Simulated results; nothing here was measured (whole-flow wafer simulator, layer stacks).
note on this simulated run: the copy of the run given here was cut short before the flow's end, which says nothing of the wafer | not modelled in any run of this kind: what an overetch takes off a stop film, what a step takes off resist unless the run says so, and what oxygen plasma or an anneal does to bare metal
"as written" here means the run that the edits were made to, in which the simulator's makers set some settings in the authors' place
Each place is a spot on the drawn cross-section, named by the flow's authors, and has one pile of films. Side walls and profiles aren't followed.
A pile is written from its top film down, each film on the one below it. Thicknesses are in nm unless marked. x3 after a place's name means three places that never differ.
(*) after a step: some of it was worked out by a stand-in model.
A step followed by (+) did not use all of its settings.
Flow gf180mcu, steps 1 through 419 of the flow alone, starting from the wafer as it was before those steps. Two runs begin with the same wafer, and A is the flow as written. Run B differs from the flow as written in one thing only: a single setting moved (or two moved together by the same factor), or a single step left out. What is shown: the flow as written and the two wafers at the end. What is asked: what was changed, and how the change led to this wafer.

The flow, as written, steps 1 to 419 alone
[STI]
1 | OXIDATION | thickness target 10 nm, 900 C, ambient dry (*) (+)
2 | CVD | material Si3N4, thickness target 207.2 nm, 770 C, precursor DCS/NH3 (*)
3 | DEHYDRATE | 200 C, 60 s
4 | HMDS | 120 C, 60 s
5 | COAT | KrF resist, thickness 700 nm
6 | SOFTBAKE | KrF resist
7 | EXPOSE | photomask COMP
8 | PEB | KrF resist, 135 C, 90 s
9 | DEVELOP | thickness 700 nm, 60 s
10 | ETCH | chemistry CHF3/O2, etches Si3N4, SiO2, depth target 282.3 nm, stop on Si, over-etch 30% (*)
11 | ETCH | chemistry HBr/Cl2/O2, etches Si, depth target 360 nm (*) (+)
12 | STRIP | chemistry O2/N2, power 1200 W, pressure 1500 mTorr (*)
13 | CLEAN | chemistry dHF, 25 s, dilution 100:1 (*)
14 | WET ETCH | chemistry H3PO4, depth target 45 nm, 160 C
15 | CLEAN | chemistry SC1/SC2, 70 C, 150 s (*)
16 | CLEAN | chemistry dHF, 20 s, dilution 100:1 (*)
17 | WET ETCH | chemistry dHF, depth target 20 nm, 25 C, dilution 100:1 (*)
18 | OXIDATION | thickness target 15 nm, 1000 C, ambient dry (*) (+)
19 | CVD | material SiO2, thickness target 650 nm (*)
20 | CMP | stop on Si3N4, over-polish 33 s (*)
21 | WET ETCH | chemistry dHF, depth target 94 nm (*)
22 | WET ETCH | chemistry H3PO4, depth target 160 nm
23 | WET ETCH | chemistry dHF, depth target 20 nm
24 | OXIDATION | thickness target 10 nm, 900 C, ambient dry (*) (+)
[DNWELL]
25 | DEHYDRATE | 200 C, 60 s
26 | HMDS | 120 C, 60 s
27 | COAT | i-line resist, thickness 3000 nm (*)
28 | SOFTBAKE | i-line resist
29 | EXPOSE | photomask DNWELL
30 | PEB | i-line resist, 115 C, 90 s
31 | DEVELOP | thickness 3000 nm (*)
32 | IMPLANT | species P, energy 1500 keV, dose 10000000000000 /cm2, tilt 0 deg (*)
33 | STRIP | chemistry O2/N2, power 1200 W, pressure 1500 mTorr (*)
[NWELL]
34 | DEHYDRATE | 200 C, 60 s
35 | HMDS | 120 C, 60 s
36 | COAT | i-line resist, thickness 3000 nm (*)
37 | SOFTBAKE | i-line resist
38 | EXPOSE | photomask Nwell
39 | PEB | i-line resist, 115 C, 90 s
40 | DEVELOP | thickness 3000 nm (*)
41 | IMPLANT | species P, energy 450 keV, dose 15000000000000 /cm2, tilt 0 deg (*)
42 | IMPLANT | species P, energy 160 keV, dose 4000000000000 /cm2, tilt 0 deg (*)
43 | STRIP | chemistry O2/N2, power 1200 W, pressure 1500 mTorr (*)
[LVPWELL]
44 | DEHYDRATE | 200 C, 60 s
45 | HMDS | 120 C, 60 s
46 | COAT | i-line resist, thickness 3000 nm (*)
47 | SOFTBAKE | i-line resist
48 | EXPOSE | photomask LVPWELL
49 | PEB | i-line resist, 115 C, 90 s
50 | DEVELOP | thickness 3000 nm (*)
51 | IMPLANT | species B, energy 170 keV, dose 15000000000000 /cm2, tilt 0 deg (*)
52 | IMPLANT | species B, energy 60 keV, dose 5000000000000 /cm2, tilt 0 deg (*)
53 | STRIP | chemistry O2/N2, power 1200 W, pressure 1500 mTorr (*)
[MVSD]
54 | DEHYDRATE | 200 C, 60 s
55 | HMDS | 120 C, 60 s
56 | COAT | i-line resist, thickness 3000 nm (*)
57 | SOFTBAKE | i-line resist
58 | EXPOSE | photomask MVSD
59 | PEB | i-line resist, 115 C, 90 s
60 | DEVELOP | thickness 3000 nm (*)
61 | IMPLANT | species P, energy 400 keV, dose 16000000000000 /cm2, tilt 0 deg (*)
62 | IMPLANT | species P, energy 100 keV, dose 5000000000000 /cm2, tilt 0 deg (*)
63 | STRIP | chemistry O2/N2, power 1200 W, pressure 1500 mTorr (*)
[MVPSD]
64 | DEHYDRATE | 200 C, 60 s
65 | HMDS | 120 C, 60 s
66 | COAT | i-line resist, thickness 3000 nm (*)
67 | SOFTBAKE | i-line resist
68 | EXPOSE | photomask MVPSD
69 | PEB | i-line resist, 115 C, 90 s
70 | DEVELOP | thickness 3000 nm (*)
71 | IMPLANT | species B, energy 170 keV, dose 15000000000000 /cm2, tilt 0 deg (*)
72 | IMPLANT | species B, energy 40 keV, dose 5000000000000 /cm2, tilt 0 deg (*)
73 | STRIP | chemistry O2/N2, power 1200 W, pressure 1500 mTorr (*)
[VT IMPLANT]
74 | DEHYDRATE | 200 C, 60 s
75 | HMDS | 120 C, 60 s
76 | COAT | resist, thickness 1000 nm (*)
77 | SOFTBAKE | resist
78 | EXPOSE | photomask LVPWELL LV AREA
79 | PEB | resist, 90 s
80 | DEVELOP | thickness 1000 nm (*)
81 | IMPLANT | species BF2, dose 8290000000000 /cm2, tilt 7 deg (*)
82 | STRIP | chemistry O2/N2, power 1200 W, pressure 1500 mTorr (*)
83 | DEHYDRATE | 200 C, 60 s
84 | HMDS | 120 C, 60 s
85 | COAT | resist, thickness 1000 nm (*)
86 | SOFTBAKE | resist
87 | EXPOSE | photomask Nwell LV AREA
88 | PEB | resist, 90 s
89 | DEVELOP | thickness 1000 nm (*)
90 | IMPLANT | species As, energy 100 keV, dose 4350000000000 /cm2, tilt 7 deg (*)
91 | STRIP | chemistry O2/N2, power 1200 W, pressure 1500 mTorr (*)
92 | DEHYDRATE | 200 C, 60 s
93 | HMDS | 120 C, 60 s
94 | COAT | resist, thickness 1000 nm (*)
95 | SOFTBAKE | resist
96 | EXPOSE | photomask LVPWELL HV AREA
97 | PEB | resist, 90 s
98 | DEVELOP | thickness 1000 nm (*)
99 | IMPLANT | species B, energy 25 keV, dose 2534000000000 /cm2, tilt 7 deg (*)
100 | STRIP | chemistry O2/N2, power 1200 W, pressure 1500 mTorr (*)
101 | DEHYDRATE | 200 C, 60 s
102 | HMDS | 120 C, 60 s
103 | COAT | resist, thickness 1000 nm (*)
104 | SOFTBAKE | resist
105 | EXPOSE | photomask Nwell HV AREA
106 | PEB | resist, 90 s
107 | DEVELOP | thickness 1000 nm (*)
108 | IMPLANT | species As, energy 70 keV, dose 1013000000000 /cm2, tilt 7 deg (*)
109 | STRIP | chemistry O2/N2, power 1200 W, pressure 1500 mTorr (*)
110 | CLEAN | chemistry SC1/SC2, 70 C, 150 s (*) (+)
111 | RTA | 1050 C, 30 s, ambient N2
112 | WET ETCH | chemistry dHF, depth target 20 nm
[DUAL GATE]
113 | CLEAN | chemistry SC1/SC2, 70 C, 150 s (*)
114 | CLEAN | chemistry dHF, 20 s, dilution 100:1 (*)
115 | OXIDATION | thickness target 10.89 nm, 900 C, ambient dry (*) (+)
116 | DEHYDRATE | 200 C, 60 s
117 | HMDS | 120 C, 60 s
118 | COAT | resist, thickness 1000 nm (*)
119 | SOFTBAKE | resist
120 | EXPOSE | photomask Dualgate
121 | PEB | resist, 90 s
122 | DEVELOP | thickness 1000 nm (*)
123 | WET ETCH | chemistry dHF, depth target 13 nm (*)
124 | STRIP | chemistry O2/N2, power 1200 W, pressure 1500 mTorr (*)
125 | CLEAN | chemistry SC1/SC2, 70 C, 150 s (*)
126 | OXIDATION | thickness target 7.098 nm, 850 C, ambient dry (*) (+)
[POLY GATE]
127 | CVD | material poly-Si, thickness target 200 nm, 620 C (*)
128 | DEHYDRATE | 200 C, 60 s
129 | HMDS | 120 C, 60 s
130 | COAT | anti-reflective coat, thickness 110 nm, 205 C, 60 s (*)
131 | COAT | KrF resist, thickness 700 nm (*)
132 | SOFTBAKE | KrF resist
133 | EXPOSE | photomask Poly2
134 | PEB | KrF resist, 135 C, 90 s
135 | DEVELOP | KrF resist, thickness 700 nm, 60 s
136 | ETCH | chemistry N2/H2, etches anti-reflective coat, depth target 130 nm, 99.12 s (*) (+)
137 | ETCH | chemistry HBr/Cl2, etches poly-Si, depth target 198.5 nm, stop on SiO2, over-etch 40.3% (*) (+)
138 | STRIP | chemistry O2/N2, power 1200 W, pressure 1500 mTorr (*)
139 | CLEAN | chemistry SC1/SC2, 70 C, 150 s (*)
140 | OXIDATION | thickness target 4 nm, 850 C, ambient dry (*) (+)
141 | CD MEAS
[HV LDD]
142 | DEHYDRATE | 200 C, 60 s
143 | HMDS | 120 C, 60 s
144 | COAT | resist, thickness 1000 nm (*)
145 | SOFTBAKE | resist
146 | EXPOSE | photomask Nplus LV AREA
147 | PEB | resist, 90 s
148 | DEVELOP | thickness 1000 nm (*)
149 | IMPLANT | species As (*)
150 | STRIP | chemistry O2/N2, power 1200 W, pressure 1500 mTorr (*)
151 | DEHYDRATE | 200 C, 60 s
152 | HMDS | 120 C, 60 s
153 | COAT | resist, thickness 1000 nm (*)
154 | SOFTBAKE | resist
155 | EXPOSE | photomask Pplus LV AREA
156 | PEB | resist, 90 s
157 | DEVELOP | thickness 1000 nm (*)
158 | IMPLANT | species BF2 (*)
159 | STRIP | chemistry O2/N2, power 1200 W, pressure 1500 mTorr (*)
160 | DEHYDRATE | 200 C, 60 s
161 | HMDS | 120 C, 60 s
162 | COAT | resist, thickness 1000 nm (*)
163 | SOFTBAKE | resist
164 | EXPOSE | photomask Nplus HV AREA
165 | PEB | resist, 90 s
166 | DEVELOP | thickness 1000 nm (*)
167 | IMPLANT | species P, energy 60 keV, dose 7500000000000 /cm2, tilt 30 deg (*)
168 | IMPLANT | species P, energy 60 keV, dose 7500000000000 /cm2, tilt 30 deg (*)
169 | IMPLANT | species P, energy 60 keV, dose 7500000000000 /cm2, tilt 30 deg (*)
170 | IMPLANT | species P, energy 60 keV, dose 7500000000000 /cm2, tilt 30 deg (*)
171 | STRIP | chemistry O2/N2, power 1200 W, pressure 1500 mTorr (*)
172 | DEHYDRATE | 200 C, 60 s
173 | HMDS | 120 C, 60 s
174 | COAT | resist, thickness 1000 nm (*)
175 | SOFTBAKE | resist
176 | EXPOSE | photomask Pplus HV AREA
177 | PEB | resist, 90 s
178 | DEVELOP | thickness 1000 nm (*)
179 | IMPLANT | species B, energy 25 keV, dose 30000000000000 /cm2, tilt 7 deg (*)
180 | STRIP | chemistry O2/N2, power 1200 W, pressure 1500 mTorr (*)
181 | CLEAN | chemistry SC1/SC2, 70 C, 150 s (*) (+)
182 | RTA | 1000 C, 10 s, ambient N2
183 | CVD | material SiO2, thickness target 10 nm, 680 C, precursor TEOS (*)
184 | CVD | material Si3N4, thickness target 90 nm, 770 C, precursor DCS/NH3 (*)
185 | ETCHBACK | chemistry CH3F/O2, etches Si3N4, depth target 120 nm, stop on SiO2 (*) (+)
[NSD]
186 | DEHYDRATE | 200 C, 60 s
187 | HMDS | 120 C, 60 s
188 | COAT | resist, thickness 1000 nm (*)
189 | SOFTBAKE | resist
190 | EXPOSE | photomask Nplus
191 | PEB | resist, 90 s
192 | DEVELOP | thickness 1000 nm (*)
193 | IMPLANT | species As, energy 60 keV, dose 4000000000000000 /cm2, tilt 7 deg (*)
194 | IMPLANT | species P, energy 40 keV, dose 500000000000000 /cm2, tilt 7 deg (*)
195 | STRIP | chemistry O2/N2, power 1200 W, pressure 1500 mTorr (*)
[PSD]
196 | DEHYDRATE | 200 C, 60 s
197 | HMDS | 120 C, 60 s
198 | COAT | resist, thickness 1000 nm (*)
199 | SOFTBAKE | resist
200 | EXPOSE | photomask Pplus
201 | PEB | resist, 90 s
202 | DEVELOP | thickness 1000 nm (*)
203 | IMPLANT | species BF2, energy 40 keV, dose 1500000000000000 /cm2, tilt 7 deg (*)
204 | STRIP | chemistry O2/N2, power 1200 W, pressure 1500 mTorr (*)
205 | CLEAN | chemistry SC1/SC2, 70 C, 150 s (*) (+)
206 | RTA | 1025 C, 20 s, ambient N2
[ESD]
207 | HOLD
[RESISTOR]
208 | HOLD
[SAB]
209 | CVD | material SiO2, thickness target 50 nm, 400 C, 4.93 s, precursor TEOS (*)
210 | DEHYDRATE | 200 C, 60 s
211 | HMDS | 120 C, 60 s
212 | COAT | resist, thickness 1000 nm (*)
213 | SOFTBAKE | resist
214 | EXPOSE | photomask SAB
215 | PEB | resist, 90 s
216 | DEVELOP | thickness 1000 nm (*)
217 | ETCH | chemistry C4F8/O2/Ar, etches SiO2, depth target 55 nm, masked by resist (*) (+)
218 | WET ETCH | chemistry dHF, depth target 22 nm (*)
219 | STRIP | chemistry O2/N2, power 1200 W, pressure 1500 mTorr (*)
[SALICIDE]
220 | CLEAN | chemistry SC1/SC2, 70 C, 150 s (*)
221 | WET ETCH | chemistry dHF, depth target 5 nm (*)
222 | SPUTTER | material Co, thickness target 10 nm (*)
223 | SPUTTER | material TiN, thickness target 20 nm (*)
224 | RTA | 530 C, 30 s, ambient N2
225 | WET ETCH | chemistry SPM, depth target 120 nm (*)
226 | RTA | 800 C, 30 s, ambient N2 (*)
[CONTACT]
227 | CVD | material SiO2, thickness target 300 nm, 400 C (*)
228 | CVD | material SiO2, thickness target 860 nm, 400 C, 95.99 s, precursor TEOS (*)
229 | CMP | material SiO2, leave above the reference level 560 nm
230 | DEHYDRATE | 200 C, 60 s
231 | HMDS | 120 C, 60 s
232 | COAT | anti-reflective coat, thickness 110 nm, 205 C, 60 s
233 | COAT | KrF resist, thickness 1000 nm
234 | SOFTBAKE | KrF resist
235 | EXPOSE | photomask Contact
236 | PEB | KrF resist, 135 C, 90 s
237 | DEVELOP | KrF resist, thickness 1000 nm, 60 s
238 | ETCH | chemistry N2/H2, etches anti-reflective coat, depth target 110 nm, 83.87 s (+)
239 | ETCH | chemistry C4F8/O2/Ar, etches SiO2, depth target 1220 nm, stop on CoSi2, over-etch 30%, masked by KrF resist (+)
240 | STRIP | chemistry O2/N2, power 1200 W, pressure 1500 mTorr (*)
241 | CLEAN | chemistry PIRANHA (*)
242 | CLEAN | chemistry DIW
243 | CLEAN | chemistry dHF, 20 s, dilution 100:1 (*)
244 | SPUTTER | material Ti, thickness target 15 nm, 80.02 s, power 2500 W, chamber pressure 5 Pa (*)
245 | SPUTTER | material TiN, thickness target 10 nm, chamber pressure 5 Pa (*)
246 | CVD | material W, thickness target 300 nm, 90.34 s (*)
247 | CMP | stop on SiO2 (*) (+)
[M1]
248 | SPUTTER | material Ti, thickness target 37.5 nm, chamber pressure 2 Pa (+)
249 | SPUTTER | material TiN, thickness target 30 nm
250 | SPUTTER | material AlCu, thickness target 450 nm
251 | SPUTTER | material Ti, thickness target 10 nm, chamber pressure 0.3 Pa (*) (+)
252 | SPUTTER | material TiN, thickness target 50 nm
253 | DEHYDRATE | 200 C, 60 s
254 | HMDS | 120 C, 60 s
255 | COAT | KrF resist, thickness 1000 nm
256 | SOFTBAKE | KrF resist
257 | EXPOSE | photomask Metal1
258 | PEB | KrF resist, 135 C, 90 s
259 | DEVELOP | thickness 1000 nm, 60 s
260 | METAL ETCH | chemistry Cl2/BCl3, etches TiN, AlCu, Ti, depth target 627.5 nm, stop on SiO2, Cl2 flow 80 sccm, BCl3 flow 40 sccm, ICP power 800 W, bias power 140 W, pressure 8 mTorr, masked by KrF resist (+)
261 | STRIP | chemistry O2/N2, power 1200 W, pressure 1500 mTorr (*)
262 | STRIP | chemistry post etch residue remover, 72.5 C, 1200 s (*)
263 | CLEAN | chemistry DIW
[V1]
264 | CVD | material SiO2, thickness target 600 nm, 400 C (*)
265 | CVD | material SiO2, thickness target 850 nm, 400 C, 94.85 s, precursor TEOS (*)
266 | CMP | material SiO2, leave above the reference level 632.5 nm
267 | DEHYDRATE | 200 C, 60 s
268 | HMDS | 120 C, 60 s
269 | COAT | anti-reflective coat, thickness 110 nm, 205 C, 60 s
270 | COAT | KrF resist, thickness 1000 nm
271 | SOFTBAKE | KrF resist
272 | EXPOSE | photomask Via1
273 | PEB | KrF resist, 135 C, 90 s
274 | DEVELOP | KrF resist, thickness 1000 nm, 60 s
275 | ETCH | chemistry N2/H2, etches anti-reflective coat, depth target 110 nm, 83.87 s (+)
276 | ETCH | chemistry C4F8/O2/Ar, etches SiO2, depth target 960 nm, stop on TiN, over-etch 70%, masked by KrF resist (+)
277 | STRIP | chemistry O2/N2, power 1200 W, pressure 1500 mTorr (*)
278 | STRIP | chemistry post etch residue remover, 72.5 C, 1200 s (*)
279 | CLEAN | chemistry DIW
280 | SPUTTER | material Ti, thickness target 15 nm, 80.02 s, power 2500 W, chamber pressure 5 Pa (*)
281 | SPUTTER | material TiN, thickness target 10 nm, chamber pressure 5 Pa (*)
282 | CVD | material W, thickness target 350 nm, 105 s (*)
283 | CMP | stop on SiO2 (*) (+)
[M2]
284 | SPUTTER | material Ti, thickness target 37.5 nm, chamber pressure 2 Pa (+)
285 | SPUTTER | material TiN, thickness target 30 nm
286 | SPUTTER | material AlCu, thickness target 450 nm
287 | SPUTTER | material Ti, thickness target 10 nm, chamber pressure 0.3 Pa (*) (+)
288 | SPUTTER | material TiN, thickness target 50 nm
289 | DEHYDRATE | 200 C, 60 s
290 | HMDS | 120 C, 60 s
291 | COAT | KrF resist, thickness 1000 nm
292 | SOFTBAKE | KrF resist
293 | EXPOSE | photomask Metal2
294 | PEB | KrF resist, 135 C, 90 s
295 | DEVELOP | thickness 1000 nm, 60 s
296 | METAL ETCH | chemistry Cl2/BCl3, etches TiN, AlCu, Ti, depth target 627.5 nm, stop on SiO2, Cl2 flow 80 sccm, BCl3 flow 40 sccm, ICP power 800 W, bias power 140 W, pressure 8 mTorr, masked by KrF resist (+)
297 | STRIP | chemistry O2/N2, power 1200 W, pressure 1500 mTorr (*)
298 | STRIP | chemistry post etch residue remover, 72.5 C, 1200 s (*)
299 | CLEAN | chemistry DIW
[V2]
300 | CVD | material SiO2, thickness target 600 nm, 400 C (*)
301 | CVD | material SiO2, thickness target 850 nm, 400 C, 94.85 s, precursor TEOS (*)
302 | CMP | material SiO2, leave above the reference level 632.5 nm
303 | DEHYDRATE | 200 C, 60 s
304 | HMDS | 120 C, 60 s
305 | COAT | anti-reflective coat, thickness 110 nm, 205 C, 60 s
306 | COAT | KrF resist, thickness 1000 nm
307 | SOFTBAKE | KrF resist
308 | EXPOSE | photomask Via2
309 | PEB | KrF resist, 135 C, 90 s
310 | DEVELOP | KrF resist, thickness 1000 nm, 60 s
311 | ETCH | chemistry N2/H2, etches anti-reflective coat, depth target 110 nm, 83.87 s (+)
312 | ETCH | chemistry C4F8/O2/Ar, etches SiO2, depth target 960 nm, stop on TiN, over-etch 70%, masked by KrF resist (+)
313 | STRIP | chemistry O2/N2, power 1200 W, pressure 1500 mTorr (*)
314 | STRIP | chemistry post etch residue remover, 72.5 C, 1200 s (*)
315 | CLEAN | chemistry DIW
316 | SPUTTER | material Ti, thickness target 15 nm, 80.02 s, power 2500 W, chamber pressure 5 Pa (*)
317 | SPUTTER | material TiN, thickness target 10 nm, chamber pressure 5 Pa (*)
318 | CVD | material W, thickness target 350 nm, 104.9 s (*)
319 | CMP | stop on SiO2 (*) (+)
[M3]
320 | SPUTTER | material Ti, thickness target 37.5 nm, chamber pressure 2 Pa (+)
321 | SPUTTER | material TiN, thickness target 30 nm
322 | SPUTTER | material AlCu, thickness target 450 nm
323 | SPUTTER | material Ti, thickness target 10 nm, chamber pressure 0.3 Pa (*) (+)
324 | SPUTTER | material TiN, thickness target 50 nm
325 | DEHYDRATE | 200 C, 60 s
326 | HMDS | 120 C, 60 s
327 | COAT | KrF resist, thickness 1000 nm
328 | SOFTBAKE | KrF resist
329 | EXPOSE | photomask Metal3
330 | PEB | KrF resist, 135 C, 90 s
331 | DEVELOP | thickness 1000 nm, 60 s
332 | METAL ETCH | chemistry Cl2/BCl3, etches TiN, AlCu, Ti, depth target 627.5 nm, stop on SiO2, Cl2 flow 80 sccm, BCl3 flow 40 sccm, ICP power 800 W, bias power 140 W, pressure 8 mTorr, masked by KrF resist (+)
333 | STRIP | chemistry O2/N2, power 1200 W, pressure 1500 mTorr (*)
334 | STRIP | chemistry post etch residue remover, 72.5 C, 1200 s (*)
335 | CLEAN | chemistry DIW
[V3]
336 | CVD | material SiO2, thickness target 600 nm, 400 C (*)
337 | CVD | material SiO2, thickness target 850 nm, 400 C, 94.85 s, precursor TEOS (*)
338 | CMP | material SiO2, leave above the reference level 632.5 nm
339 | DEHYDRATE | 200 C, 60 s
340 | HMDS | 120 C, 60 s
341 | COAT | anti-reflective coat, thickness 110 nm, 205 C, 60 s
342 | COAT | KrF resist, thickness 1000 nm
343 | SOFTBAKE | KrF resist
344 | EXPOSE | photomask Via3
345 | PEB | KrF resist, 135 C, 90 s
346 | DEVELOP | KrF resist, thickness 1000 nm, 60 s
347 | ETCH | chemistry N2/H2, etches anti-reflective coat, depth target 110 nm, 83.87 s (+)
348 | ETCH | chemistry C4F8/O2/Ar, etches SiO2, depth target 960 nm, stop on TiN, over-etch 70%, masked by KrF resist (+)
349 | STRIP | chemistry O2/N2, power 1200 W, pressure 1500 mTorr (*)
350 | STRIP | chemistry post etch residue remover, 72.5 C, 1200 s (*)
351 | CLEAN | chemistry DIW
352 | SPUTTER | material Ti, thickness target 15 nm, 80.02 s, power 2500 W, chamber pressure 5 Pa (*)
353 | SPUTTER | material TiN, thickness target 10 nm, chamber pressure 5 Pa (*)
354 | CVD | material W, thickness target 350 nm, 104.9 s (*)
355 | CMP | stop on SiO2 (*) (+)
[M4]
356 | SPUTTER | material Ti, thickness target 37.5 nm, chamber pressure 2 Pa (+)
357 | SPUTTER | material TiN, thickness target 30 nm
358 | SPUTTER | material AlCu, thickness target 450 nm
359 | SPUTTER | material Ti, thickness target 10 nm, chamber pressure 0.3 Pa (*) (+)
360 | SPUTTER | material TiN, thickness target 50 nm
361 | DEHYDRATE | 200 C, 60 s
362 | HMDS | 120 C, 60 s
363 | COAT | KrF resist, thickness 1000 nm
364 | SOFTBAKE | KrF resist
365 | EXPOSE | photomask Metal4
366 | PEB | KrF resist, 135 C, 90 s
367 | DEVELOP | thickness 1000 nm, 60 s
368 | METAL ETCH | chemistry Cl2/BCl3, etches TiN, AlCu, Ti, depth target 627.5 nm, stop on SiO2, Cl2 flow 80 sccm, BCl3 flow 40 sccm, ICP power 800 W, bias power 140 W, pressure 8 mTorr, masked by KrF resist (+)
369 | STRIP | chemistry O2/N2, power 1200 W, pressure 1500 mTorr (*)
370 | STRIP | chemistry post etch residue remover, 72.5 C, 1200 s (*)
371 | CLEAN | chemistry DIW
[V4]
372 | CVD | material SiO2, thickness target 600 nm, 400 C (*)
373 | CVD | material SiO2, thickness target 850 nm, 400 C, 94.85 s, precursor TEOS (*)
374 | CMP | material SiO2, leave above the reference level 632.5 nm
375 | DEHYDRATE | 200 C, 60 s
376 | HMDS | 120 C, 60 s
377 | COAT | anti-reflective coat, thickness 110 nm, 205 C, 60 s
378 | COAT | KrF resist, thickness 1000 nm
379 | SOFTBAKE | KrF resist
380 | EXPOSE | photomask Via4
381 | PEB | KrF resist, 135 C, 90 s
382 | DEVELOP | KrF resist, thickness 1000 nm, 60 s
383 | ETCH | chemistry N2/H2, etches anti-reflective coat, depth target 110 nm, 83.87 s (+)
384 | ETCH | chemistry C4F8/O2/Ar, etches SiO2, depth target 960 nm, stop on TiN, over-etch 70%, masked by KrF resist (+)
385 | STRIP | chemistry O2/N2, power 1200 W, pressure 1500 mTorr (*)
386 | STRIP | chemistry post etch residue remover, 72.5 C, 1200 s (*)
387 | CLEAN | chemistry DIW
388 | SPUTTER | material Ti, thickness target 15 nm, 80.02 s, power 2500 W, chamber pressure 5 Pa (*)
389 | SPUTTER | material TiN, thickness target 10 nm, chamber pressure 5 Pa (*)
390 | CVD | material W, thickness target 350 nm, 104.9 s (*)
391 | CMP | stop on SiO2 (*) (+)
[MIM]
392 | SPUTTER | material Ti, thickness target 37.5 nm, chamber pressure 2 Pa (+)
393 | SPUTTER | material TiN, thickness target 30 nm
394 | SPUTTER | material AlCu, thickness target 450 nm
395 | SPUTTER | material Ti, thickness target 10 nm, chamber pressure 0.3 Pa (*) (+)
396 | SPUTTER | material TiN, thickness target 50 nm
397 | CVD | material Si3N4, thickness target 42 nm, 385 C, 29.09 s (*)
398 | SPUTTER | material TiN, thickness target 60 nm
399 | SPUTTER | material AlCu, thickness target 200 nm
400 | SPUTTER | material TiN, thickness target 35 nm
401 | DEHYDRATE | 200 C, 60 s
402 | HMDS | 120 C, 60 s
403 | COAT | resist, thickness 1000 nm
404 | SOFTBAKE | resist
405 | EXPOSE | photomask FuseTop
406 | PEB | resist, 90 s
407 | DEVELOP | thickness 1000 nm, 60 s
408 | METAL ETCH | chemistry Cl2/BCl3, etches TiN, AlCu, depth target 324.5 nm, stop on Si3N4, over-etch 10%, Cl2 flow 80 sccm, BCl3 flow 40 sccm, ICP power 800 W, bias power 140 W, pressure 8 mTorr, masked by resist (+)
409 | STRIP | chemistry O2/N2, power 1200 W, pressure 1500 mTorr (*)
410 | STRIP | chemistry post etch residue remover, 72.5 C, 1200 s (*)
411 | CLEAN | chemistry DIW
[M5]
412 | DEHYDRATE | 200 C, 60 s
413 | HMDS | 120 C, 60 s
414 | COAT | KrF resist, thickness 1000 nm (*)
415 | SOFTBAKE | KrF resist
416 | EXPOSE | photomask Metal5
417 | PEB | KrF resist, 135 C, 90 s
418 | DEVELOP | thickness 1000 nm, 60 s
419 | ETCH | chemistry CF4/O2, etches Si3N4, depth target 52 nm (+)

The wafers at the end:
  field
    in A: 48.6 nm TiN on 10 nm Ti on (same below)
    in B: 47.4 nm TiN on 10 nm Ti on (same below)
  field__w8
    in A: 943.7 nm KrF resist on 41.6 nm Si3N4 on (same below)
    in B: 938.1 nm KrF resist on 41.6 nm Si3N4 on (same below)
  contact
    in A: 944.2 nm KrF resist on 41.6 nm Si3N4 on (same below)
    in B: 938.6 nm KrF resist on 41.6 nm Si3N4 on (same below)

What caused this: step 419, ETCH: depth target 60.4 nm was run, while the flow as written has depth target 52 nm.

Step by step, how the change led to this:
  419 | ETCH | chemistry CF4/O2, etches Si3N4, depth target 52 nm (+)
      field, field__w1, field__w2 and 101 more: A Si3N4 loses 41.6 (all of it), TiN loses 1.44 | B Si3N4 loses 41.6 (all of it), TiN loses 2.61
      field__w4, field__w8, contact, m1, m1__w1, mim, mim_1p0, m1_nw: A KrF resist loses 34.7 | B KrF resist loses 40.3
